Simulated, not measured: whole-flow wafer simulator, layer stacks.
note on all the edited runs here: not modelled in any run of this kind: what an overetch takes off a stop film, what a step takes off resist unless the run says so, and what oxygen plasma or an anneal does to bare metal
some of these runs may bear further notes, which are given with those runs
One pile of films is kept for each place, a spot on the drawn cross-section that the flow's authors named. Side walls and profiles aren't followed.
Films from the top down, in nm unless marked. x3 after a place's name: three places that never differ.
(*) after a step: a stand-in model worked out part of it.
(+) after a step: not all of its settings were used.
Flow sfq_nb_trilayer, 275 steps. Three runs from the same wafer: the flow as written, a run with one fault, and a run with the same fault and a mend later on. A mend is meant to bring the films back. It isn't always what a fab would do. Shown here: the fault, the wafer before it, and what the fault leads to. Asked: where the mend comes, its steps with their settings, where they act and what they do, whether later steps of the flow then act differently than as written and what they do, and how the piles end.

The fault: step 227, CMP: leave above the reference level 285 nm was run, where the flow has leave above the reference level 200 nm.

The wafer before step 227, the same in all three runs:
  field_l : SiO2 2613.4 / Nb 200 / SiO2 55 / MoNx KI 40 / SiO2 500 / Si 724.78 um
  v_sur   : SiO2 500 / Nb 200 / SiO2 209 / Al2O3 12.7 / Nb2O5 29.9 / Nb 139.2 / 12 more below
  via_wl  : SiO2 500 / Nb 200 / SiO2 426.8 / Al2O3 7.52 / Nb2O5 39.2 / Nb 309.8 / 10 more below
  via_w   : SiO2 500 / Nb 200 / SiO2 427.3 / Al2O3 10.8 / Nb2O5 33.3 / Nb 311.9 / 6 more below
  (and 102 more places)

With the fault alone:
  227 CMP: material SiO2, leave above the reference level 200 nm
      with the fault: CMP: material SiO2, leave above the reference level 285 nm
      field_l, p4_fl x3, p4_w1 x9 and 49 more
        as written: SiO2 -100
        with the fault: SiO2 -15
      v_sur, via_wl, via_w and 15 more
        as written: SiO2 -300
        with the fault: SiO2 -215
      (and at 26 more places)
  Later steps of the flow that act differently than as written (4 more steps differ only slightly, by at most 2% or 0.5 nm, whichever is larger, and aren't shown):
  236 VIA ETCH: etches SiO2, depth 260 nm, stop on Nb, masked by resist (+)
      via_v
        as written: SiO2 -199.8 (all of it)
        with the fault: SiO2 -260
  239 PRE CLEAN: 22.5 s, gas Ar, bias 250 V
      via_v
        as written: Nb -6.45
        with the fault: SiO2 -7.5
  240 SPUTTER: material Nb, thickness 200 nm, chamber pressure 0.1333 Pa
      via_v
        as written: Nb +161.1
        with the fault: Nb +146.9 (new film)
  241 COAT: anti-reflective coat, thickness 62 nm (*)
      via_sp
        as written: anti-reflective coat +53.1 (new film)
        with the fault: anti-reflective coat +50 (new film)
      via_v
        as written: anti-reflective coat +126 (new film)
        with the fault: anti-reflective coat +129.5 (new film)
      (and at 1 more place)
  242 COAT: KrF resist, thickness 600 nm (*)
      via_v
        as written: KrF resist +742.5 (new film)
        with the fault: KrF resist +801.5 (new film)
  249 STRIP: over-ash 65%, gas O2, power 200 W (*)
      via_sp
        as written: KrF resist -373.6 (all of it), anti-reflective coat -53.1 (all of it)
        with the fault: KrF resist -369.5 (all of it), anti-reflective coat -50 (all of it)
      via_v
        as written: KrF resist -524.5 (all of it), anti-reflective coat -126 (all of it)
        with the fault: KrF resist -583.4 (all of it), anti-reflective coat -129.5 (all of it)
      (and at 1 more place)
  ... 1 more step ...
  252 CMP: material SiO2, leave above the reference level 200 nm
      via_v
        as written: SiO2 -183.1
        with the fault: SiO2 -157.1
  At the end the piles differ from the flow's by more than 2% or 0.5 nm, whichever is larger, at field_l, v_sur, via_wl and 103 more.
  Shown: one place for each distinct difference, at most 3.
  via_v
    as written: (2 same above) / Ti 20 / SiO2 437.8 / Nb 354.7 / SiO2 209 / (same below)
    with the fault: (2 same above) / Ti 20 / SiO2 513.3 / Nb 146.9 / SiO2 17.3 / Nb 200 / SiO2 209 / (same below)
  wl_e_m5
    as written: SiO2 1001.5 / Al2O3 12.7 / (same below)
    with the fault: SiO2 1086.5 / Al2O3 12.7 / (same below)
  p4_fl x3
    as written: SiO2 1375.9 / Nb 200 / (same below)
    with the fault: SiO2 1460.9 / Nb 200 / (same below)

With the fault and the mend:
  The mend comes after step 228.
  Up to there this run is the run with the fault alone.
  228a CMP: material SiO2, leave above the reference level 200 nm (the flow's step 227 once more)
      field_l, v_sur, via_wl and 103 more
        SiO2 -85
  No later step of the flow acts differently than as written at any place that is followed.
  At the end the piles are the same as the flow's at every place that both follow.
